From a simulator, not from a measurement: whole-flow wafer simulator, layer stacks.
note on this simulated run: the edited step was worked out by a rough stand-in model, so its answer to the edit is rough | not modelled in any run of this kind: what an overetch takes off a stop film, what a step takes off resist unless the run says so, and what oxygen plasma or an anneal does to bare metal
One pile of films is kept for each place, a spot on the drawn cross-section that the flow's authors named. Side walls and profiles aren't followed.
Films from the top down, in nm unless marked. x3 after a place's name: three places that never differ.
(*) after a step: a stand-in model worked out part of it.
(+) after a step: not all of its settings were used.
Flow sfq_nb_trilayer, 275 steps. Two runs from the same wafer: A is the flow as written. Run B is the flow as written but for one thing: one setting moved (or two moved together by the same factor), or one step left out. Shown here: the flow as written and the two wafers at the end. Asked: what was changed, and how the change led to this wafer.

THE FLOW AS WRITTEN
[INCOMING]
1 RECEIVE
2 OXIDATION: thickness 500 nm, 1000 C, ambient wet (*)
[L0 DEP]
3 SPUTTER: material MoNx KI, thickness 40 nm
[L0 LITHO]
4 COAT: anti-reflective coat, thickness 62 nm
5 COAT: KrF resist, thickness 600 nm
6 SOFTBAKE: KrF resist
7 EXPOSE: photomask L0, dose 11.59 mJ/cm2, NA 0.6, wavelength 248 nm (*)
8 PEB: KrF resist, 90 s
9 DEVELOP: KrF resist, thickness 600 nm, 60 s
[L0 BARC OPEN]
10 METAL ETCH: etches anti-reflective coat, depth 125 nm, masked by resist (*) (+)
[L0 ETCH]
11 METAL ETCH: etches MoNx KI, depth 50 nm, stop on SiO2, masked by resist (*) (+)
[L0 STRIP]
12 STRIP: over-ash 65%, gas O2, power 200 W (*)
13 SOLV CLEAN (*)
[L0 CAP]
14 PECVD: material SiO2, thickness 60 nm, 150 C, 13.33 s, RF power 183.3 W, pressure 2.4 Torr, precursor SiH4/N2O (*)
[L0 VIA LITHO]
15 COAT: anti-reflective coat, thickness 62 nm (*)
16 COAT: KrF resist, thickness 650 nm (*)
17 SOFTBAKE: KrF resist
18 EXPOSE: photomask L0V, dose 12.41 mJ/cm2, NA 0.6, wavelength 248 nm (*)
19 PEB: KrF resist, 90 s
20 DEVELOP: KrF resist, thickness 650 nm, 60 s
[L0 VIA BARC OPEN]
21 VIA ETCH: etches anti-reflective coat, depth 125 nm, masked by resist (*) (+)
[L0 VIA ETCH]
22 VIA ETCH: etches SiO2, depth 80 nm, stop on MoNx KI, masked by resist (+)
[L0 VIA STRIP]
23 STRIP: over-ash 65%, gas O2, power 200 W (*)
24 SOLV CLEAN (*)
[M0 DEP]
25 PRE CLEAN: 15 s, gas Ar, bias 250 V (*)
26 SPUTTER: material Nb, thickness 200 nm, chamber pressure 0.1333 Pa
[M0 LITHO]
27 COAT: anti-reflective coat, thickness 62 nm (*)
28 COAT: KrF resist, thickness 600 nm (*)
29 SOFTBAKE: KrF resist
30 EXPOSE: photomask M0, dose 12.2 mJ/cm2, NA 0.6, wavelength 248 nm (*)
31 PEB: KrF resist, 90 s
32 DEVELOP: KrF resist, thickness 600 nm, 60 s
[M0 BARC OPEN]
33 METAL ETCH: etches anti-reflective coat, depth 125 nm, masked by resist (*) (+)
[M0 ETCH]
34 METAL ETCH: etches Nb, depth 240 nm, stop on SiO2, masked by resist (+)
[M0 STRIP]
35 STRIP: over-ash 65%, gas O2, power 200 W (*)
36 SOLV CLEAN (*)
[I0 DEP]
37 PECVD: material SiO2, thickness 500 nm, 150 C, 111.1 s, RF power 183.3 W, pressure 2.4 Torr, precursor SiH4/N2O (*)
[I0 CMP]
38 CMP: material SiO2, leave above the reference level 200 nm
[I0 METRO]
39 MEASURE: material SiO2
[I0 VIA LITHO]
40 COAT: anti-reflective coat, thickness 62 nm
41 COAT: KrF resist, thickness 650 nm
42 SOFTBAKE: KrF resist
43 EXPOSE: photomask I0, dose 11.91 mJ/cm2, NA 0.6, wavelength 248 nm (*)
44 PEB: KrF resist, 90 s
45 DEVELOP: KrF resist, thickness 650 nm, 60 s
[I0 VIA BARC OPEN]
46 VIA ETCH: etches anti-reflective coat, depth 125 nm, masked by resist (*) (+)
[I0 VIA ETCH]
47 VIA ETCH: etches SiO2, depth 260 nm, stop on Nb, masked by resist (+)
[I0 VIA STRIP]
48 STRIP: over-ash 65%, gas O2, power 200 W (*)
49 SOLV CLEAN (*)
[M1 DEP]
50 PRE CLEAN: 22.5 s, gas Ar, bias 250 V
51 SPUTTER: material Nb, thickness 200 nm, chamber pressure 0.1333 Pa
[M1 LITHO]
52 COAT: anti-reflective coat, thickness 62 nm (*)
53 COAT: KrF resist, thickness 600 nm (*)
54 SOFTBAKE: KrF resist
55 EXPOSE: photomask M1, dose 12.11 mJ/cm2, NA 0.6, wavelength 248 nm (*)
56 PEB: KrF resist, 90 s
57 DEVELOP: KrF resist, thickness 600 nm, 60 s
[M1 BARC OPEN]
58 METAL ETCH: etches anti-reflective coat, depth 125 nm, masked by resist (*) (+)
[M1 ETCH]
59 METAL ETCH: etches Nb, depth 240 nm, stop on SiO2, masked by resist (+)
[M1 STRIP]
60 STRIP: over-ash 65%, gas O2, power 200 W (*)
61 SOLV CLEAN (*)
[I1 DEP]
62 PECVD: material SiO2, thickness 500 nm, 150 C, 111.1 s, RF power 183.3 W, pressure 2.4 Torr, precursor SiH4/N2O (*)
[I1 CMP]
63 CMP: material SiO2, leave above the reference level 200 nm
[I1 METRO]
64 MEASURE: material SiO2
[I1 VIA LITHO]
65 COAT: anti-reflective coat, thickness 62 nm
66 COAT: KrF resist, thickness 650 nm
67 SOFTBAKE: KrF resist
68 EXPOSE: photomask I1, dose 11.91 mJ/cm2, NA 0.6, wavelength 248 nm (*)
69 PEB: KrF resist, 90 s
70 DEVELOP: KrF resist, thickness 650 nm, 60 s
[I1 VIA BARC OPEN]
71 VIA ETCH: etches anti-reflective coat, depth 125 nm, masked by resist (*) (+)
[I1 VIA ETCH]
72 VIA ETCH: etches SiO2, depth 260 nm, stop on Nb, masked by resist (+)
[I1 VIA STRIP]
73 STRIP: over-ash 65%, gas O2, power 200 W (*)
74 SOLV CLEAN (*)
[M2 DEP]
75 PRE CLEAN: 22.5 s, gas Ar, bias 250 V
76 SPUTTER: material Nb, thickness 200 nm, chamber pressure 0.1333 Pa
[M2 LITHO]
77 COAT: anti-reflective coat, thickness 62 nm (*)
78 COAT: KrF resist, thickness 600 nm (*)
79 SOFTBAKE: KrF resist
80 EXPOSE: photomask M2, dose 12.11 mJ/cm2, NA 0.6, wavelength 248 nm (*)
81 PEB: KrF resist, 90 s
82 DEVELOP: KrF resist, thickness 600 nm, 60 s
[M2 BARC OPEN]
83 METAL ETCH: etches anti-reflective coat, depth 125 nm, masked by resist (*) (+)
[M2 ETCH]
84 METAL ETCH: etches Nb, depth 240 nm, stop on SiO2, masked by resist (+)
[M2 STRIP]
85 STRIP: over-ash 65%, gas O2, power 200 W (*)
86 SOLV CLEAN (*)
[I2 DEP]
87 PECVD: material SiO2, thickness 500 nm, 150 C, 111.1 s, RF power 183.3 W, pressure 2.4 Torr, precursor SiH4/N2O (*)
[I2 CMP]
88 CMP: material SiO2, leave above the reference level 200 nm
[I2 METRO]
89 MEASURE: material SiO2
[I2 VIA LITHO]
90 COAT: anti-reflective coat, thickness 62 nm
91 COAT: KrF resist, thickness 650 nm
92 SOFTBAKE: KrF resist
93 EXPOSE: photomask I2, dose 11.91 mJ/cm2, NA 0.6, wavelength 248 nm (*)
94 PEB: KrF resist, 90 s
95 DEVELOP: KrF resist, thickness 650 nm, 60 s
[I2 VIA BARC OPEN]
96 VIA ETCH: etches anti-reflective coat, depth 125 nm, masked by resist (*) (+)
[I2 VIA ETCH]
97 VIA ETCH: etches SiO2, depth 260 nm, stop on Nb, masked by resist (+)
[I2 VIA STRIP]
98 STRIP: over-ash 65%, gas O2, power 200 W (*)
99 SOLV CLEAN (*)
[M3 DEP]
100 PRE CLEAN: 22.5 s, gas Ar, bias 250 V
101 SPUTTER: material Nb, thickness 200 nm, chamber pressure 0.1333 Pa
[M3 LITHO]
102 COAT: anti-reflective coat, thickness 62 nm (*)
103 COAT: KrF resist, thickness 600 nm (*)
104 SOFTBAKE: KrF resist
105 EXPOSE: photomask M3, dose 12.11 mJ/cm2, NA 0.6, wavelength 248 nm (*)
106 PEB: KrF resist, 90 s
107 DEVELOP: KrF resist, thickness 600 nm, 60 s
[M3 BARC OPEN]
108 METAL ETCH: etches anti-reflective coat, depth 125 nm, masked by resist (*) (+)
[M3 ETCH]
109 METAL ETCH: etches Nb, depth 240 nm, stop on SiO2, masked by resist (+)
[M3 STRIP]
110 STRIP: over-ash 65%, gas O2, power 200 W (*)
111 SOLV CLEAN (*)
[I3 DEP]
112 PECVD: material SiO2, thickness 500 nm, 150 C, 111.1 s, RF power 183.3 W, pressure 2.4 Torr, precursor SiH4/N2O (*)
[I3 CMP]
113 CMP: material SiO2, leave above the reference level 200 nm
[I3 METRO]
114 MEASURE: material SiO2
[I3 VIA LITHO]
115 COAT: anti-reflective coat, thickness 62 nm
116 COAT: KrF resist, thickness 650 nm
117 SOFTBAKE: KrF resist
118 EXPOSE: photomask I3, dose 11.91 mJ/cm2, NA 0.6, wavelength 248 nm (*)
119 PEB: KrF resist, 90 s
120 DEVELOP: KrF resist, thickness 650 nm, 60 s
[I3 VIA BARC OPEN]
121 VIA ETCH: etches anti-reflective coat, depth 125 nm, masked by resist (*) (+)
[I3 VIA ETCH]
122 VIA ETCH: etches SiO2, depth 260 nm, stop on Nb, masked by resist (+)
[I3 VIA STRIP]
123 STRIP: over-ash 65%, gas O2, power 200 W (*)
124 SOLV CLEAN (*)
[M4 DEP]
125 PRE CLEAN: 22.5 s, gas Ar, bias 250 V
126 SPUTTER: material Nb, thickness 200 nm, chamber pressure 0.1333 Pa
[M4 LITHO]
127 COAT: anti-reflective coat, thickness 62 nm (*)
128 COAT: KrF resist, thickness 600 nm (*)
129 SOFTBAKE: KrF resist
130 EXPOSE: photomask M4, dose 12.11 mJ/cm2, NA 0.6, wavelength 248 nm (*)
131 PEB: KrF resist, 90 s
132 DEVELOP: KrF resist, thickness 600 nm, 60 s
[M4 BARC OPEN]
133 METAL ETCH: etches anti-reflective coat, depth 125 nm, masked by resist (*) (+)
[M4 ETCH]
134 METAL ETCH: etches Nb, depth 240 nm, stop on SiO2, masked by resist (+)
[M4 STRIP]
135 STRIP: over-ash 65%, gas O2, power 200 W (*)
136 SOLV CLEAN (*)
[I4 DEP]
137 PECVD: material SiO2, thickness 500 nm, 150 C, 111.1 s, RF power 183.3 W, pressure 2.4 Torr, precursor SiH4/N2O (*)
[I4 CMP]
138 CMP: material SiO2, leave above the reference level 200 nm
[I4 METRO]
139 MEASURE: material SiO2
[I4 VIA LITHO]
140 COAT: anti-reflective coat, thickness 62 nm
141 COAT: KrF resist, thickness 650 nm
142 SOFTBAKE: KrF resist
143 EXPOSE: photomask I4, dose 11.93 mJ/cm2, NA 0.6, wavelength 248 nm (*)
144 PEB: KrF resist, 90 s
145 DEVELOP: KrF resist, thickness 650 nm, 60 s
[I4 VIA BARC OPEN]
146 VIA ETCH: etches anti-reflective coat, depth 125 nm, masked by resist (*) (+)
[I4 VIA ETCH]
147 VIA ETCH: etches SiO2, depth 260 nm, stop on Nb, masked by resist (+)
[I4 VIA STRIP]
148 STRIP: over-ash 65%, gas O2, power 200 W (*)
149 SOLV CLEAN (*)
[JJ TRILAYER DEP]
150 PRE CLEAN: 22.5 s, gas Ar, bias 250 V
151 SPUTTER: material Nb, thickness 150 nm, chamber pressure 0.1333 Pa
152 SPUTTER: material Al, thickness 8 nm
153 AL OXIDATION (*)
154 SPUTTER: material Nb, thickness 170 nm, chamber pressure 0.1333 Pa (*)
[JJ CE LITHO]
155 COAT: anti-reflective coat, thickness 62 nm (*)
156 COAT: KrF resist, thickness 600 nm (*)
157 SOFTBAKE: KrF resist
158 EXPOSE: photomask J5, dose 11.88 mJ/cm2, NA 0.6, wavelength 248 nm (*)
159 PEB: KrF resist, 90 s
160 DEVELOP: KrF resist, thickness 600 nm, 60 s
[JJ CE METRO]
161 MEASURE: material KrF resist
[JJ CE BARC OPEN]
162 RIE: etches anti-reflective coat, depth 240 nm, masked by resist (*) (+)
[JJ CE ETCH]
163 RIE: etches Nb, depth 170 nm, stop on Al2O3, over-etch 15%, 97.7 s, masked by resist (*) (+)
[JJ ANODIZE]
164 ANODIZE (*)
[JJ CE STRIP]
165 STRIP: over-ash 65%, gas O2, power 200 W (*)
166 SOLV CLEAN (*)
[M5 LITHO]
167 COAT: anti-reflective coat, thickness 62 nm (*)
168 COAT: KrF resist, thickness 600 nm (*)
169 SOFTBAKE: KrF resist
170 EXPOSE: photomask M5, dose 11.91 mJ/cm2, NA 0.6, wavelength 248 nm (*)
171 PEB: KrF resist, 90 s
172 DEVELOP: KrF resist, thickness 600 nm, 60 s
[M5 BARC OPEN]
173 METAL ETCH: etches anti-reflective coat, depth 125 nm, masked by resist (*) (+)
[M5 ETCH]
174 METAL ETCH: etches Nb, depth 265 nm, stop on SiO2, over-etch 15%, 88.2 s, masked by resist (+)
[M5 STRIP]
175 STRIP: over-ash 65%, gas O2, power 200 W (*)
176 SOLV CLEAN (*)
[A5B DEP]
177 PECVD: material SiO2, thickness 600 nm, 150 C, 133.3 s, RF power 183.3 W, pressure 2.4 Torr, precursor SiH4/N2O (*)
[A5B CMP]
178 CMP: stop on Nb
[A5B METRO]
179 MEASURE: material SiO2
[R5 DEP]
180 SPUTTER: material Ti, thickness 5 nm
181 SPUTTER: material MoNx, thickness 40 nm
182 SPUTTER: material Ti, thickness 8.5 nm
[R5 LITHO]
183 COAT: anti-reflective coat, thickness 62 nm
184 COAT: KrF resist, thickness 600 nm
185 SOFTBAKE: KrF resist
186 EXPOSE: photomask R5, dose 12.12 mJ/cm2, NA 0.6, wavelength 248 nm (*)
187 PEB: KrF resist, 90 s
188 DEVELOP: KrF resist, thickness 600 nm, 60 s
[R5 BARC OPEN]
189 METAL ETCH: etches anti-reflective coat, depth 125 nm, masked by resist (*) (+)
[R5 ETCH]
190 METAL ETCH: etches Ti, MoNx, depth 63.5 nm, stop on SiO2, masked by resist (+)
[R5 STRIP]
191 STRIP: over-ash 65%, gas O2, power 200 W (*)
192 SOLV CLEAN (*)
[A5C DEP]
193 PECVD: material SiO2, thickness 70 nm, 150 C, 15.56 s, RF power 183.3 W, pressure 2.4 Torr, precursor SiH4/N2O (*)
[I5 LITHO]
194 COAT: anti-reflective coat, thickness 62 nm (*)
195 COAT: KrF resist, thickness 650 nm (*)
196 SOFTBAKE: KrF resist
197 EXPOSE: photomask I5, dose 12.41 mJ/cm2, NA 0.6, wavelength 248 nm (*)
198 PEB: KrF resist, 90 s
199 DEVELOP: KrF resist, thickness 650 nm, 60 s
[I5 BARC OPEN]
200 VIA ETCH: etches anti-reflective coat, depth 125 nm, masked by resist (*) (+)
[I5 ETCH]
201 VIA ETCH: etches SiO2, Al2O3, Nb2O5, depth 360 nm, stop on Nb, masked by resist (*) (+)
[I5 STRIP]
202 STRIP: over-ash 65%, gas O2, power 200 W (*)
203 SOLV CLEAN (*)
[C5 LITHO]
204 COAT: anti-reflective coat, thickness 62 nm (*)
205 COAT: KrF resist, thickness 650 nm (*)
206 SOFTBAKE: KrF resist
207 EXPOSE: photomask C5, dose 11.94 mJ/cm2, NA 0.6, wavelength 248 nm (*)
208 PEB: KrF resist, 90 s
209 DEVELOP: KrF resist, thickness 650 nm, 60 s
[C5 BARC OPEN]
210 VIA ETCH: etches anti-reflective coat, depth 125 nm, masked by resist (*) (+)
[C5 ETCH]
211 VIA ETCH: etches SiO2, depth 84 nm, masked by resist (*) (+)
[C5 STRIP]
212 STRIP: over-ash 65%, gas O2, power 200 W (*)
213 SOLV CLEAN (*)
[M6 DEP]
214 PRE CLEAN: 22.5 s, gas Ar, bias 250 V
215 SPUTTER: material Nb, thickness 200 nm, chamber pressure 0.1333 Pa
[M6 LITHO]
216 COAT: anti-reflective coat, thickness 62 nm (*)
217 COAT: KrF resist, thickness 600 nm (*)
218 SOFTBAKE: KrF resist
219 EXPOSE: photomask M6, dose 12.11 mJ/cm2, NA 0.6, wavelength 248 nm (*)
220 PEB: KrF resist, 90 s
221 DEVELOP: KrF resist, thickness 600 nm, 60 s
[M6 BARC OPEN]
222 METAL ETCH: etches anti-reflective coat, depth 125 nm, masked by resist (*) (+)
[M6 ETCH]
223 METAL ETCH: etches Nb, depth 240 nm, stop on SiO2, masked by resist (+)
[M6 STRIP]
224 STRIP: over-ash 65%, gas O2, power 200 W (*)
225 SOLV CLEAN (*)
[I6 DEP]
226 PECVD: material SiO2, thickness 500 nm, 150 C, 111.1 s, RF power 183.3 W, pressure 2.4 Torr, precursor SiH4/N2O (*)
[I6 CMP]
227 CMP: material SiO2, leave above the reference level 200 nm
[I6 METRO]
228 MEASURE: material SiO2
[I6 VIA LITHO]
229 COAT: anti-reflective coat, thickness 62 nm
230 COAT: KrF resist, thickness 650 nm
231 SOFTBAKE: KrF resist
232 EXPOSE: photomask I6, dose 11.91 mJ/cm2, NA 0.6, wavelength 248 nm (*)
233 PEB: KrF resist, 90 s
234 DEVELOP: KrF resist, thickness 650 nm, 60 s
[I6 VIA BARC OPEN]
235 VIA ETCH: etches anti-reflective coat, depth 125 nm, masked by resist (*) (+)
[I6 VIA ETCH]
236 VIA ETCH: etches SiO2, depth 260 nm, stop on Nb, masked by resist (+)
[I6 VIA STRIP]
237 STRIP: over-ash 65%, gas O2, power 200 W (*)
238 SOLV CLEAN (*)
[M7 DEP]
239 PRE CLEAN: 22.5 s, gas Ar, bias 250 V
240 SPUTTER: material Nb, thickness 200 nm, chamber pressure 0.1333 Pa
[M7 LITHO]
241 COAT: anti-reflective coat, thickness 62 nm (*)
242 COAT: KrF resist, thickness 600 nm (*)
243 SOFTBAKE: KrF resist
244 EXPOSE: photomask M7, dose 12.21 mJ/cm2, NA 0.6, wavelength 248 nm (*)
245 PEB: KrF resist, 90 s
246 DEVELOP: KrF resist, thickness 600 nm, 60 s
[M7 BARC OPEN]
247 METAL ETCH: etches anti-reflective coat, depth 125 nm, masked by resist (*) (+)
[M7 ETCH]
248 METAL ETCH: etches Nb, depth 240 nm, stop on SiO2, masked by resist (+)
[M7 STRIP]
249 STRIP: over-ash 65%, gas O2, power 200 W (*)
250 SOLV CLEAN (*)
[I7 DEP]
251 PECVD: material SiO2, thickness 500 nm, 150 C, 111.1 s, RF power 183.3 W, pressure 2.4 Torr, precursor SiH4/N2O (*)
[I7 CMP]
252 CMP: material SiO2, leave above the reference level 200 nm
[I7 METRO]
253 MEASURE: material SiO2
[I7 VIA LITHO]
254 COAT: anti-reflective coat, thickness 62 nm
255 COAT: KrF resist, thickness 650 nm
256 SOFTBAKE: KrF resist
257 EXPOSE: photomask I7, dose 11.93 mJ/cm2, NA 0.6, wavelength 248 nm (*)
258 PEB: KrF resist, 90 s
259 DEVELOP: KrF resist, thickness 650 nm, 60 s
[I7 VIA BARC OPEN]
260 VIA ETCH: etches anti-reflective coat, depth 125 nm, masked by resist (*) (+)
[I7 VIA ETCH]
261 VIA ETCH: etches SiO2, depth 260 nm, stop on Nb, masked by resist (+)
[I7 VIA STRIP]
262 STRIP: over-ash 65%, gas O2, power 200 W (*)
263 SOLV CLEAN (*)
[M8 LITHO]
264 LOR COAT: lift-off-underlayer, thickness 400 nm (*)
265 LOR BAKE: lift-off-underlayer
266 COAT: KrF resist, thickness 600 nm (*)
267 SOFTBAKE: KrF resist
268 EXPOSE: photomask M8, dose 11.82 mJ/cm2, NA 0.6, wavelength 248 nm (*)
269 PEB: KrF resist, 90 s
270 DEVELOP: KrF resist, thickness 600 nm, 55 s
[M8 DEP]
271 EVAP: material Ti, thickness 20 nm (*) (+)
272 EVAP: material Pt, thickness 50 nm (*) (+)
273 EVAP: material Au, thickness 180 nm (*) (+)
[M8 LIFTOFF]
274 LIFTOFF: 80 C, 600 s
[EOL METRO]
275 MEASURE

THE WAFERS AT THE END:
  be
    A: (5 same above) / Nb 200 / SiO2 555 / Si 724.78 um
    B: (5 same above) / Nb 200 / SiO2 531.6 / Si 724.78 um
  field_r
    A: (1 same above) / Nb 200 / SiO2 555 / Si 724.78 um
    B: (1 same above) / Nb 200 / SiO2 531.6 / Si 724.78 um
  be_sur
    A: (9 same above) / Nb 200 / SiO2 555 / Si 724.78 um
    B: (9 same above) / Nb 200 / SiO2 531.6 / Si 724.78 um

The cause: step 14, PECVD: thickness 36.6 nm was run, where the flow has thickness 60 nm; step 14, PECVD: 8.133 s was run, where the flow has 13.33 s.

How the change led to this, step by step:
  14 PECVD: material SiO2, thickness 60 nm, 150 C, 13.33 s, RF power 183.3 W, pressure 2.4 Torr, precursor SiH4/N2O (*)
      v_sur, via_wl, via_w and 97 more: A SiO2 +60 | B SiO2 +36.6
      field_l, l0_sur, l0v, l0r_line_l, l0r_line_c, l0r_line_r: A SiO2 +60 (new film) | B SiO2 +36.6 (new film)
  22 VIA ETCH: etches SiO2, depth 80 nm, stop on MoNx KI, masked by resist (+)
      field_l, v_sur, via_wl and 102 more: A KrF resist -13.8 | B KrF resist -9.43
      l0v: A SiO2 -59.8 (all of it) | B SiO2 -36.4 (all of it)
  26 SPUTTER: material Nb, thickness 200 nm, chamber pressure 0.1333 Pa
      l0v: A Nb +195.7 (new film) | B Nb +200 (new film)
  27 COAT: anti-reflective coat, thickness 62 nm (*)
      l0_sur: A anti-reflective coat +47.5 (new film) | B anti-reflective coat +50.1 (new film)
      l0v: A anti-reflective coat +78 (new film) | B anti-reflective coat +70.6 (new film)
  28 COAT: KrF resist, thickness 600 nm (*)
      l0v: A KrF resist +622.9 (new film) | B KrF resist +608.2 (new film)
  35 STRIP: over-ash 65%, gas O2, power 200 W (*)
      l0_sur: A KrF resist -372 (all of it), anti-reflective coat -47.5 (all of it) | B KrF resist -373.5 (all of it), anti-reflective coat -50.1 (all of it)
      l0v: A KrF resist -405.3 (all of it), anti-reflective coat -78 (all of it) | B KrF resist -390.6 (all of it), anti-reflective coat -70.6 (all of it)
  38 CMP: material SiO2, leave above the reference level 200 nm
      l0v: A SiO2 -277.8 | B SiO2 -305.5
